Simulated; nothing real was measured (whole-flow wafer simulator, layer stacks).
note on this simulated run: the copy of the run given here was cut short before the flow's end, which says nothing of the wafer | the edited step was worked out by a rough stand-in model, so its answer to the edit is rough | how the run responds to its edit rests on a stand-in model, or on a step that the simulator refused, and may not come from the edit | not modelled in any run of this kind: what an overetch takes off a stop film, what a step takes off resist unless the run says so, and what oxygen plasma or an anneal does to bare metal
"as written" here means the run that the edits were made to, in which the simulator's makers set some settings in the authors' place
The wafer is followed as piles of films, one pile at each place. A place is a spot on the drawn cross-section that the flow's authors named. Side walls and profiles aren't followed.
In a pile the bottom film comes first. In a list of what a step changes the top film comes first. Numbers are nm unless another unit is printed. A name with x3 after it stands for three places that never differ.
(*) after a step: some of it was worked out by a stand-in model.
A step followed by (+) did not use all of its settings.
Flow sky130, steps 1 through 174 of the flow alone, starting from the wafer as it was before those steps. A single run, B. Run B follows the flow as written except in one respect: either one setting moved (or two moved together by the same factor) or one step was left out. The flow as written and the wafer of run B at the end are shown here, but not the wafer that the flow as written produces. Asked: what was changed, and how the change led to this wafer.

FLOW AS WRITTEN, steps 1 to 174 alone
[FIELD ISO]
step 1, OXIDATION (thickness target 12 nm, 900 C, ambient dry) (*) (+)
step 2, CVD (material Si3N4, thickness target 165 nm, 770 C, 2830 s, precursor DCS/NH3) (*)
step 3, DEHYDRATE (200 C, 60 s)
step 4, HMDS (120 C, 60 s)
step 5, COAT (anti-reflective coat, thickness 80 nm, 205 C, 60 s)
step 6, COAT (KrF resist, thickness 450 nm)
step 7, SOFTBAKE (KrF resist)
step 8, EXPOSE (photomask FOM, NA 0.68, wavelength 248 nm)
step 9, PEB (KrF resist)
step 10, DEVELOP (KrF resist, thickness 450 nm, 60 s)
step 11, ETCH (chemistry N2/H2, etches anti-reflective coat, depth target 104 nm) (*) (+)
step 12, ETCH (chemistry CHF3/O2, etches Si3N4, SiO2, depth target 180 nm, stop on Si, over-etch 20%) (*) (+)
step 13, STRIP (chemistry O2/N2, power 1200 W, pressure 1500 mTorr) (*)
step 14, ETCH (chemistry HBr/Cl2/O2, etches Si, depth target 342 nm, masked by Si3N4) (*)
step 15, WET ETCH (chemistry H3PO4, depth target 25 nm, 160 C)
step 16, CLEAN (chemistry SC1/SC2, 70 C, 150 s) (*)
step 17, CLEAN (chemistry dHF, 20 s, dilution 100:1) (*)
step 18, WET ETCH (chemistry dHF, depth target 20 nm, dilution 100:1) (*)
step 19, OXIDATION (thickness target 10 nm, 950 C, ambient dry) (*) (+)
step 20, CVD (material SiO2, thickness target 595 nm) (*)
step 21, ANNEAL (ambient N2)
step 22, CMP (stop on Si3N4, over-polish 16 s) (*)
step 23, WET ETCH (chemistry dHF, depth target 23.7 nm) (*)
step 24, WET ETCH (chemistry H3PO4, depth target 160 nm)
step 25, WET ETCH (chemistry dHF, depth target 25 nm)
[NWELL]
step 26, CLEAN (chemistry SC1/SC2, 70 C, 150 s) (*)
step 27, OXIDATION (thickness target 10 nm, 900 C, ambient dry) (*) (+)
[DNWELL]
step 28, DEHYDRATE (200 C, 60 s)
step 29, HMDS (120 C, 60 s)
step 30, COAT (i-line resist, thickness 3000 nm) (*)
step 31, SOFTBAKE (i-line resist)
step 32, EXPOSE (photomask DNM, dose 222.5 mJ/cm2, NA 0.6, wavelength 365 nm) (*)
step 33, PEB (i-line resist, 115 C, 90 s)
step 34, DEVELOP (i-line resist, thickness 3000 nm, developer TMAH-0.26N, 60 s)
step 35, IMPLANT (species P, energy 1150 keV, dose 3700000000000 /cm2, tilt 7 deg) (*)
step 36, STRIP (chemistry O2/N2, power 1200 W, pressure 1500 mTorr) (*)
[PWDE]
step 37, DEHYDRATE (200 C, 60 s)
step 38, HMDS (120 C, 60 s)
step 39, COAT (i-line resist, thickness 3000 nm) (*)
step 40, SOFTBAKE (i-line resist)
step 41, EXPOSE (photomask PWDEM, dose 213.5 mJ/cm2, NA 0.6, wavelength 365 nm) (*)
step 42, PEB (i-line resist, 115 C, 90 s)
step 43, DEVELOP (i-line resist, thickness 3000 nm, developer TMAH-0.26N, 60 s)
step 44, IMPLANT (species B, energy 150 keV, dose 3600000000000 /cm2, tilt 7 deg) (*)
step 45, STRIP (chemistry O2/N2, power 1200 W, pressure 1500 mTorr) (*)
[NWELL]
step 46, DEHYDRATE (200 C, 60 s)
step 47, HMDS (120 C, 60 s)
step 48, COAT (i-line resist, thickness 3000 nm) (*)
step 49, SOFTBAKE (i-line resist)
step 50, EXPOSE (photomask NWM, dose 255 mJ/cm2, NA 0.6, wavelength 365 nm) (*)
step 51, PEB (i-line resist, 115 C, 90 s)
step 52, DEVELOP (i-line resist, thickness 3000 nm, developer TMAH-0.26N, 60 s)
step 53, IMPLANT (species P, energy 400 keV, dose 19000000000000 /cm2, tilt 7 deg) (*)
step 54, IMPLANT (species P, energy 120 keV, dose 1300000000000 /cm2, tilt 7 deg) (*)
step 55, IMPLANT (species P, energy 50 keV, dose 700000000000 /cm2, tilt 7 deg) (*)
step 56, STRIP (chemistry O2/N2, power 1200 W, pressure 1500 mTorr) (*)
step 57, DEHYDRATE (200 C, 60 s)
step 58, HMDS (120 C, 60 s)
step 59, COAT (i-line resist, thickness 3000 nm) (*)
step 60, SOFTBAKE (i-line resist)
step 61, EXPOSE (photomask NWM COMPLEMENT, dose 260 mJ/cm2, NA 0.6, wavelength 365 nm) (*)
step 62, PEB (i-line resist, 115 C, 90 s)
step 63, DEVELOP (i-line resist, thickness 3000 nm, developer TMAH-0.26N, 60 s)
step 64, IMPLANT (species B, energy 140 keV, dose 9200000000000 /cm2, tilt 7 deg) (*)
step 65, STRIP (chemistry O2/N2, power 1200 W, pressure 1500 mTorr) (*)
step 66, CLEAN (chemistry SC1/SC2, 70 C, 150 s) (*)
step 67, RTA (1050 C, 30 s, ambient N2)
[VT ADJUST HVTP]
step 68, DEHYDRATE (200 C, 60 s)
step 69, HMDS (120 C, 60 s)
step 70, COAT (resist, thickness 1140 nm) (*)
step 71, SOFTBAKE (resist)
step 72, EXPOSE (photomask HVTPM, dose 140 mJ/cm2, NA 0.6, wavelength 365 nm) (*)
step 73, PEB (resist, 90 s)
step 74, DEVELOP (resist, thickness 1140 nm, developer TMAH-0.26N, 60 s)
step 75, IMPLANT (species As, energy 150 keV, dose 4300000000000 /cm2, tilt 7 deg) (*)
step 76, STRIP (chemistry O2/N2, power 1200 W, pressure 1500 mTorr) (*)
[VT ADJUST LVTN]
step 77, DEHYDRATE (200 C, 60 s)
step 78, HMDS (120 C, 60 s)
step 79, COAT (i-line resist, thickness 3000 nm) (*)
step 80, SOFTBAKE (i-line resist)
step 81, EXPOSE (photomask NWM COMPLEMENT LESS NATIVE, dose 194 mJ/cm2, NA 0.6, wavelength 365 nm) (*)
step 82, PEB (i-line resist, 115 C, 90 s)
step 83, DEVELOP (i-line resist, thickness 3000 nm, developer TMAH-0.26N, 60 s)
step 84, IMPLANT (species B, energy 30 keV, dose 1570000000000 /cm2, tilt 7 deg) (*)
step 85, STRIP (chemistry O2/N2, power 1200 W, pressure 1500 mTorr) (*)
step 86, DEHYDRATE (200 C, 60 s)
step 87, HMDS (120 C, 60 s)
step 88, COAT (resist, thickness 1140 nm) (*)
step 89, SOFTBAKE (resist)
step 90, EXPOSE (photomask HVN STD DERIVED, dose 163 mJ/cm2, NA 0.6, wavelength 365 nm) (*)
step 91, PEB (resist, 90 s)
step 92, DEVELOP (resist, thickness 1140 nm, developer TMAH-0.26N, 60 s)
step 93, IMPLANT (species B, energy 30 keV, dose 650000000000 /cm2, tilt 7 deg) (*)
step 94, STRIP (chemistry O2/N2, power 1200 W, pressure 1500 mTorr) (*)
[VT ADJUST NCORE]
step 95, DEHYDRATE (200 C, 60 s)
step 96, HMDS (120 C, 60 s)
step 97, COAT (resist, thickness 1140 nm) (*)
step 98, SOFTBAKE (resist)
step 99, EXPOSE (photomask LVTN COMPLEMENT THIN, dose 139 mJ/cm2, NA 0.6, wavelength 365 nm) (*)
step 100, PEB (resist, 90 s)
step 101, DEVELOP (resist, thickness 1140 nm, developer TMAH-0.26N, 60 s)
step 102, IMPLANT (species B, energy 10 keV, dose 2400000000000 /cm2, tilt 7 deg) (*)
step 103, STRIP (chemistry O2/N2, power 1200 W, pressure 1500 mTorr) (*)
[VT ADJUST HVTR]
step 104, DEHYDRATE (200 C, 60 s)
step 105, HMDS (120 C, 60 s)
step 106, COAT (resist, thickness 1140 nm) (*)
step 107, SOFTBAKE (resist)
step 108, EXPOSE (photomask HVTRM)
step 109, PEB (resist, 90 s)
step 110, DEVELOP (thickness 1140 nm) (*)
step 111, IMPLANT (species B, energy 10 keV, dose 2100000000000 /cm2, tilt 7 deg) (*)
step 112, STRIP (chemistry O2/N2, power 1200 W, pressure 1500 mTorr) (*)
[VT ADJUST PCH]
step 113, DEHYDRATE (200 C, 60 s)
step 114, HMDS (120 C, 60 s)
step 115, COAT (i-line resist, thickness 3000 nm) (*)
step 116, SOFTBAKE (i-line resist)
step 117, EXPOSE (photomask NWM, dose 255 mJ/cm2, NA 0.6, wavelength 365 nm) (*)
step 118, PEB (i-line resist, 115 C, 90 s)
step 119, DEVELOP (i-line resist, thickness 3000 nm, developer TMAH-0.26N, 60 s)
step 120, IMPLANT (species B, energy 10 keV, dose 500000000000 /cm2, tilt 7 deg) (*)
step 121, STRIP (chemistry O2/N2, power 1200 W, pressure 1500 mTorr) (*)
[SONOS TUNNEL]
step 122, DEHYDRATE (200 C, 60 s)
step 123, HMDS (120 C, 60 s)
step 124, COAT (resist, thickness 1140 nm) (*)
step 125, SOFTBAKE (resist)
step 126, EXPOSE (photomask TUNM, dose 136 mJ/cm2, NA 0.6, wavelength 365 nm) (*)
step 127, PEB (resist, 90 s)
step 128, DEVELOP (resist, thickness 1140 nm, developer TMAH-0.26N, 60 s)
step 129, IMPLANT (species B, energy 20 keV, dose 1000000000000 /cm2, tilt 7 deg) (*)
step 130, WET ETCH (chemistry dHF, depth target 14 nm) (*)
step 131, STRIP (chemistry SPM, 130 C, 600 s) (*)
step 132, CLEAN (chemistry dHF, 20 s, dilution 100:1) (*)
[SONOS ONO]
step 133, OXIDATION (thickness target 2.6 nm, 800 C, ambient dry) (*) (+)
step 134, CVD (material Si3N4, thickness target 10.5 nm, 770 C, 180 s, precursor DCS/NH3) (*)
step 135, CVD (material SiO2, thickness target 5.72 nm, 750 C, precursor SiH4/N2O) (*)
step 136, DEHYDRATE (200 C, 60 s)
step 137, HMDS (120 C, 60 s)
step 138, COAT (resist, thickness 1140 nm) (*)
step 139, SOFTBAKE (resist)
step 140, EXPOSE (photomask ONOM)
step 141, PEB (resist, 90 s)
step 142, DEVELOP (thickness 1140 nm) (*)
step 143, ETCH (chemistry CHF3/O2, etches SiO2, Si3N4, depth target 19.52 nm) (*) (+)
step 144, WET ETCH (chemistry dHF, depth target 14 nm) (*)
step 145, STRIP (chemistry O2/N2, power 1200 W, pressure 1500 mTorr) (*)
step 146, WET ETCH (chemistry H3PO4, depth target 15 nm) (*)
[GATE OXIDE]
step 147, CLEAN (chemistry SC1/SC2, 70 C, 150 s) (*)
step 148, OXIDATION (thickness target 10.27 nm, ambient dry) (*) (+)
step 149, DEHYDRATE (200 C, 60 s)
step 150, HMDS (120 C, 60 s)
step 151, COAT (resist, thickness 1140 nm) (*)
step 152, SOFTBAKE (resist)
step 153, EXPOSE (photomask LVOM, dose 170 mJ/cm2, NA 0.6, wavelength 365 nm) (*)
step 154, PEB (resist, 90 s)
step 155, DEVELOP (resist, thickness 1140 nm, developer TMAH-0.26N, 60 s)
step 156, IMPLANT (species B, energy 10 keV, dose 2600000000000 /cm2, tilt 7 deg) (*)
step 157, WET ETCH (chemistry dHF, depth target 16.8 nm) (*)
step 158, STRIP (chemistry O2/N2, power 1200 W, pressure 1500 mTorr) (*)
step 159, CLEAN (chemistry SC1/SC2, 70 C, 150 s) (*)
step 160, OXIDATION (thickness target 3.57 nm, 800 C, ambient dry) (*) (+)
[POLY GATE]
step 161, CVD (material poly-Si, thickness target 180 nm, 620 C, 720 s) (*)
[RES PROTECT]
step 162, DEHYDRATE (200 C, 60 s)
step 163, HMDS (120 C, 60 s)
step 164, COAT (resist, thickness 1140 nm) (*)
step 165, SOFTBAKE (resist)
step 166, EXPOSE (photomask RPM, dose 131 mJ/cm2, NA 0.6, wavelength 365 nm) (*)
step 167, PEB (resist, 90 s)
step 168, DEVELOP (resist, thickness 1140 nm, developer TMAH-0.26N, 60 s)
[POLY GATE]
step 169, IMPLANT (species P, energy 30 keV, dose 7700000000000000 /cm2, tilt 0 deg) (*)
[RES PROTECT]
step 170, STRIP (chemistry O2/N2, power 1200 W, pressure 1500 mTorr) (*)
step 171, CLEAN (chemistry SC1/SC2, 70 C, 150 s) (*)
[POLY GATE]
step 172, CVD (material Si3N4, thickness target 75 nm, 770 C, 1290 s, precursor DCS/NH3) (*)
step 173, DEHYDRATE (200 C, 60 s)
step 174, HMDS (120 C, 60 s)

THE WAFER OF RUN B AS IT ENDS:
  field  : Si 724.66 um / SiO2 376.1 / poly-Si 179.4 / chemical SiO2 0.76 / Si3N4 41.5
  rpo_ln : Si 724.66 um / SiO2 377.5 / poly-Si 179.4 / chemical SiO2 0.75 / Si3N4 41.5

The reason: step 172, CVD: 735 C was run, whereas the flow has 770 C.

How this came from the change, step by step:
  step 172, CVD (material Si3N4, thickness target 75 nm, 770 C, 1290 s, precursor DCS/NH3) (*)
      field, active, n_well and 187 more: Si3N4 gains 41.5 (new film) (in the flow as written it would be: Si3N4 gains 75 (new film))
